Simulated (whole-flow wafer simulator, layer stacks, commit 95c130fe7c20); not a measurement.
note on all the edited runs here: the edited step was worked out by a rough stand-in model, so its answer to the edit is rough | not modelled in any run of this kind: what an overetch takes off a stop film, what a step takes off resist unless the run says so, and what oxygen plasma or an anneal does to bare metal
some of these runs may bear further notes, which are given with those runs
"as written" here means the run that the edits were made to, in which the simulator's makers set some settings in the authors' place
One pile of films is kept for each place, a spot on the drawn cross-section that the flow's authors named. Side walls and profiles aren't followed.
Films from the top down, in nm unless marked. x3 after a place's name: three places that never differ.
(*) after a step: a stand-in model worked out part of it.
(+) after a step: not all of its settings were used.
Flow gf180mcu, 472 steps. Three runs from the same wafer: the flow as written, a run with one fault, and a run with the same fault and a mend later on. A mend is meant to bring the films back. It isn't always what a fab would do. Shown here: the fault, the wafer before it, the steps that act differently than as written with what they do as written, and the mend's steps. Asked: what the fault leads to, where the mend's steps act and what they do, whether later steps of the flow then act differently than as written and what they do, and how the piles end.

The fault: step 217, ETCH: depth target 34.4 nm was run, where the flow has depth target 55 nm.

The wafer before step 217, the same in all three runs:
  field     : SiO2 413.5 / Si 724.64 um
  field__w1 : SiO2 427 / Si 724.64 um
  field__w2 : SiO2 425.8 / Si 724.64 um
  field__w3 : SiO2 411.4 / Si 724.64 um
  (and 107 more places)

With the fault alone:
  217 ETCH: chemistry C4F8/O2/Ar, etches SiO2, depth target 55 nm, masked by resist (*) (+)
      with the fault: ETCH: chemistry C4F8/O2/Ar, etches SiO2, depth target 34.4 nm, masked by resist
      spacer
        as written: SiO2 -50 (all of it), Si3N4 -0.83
        with the fault: SiO2 -34.4
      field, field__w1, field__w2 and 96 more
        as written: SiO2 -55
        with the fault: SiO2 -34.4
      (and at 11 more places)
  Later steps of the flow that act differently than as written (7 more steps differ only slightly, by at most 2% or 0.5 nm, whichever is larger, and aren't shown):
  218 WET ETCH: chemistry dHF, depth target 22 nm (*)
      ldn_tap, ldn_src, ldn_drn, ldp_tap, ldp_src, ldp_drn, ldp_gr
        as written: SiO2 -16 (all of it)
        with the fault: SiO2 -35.4
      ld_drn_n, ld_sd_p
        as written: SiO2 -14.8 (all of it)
        with the fault: SiO2 -34.5
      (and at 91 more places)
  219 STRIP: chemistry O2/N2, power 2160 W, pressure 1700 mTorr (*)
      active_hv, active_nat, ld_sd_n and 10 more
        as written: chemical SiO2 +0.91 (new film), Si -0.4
        with the fault: nothing
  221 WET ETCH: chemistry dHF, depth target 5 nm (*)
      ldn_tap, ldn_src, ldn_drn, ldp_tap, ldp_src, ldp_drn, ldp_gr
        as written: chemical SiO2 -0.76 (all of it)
        with the fault: SiO2 -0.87 (all of it)
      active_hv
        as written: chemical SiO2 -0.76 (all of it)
        with the fault: SiO2 -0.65 (all of it)
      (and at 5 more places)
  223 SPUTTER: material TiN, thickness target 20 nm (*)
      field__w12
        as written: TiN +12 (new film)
        with the fault: TiN +12.7 (new film)
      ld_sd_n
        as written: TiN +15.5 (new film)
        with the fault: TiN +16.1 (new film)
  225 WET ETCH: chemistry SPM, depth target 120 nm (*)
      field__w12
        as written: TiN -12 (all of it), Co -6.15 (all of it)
        with the fault: TiN -12.7 (all of it), Co -6.45 (all of it)
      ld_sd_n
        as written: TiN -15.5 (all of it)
        with the fault: TiN -16.1 (all of it)
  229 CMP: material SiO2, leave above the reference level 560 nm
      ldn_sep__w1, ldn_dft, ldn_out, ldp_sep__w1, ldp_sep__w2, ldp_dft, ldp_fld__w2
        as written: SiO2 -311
        with the fault: SiO2 -319.5
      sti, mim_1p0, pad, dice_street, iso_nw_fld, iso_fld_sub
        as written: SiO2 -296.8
        with the fault: SiO2 -305.4
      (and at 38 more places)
  At the end the piles differ from the flow's only slightly at the places that both follow, by at most 2% or 0.5 nm, whichever is larger.

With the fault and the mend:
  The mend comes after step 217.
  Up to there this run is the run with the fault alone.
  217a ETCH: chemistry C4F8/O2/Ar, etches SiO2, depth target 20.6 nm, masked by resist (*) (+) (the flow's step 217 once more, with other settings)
      field, field__w1, field__w2 and 96 more
        SiO2 -20.6
      field__w5, field__w9, field__w13 and 8 more
        resist -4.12
      spacer
        SiO2 -15.6 (all of it), Si3N4 -0.83
  No later step of the flow acts differently than as written, at any place that is followed, by more than 2% or 0.5 nm, whichever is larger.
  At the end the piles differ from the flow's only slightly at the places that both follow, by at most 2% or 0.5 nm, whichever is larger.
